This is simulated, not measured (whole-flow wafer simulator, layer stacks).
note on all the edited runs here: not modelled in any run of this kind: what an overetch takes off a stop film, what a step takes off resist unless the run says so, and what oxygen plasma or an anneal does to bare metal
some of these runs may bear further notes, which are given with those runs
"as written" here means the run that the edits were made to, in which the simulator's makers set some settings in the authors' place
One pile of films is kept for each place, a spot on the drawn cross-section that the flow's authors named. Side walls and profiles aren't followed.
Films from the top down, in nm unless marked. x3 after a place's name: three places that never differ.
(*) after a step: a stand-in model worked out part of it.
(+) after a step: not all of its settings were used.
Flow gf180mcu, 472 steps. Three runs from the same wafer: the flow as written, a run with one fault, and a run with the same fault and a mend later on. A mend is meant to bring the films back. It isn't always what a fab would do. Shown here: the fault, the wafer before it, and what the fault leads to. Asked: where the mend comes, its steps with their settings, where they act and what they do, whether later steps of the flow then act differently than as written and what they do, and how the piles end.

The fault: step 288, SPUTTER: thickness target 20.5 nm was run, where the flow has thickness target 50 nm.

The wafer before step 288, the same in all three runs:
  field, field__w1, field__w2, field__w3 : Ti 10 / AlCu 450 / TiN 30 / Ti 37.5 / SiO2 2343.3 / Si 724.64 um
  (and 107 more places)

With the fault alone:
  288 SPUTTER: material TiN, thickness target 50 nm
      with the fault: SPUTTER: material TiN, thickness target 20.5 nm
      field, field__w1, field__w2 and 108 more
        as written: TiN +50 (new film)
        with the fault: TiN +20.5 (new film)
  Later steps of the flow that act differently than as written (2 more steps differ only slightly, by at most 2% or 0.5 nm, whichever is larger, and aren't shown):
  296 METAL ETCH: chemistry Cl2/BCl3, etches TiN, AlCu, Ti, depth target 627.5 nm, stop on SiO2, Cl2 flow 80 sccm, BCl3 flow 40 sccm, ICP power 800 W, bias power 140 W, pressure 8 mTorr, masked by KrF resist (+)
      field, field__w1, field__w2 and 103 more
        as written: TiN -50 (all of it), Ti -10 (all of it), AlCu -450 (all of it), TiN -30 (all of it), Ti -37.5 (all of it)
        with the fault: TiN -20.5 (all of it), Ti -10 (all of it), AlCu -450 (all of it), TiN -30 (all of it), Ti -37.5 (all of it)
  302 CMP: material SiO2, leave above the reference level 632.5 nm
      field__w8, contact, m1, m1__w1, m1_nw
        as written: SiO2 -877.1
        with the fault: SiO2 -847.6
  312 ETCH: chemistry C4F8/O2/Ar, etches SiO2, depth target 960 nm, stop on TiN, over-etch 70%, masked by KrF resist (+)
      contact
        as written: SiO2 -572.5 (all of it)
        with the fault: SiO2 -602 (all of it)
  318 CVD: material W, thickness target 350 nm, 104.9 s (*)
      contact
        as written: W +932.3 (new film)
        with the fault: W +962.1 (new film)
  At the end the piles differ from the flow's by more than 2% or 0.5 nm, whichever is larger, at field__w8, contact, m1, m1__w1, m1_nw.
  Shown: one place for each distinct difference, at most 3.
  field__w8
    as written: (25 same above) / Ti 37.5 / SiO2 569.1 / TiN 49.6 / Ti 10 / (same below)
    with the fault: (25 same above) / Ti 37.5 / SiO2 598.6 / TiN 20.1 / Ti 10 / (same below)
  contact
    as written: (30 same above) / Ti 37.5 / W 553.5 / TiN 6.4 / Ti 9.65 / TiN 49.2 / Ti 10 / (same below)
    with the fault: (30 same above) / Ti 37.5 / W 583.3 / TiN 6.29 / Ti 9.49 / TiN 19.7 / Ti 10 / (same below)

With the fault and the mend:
  The mend comes after step 295.
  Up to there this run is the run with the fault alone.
  295a STRIP: chemistry O2/N2, power 2160 W, pressure 1700 mTorr (*)
      field__w8, contact, m1, m1__w1, m1_nw
        KrF resist -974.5 (all of it)
  295b SPUTTER: material TiN, thickness target 29.5 nm (the flow's step 288 once more, with other settings)
      field, field__w1, field__w2 and 108 more
        TiN +29.5
  295c HMDS: 120 C, 60 s (the flow's step 290 once more)
      changes no film at any place that is followed
  295d COAT: KrF resist, thickness 1000 nm (the flow's step 291 once more)
      field, field__w1, field__w2 and 108 more
        KrF resist +1000 (new film)
  295e SOFTBAKE: KrF resist (the flow's step 292 once more)
      changes no film at any place that is followed
  295f EXPOSE: photomask Metal2 (the flow's step 293 once more)
      changes no film at any place that is followed
  295g PEB: KrF resist, 135 C, 90 s (the flow's step 294 once more)
      field, field__w1, field__w2 and 108 more
        KrF resist -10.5
  295h DEVELOP: thickness 1000 nm, 60 s (the flow's step 295 once more)
      field, field__w1, field__w2 and 103 more
        KrF resist -989.5 (all of it)
      field__w8, contact, m1, m1__w1, m1_nw
        KrF resist -14.9
  No later step of the flow acts differently than as written at any place that is followed.
  At the end the piles are the same as the flow's at every place that both follow.
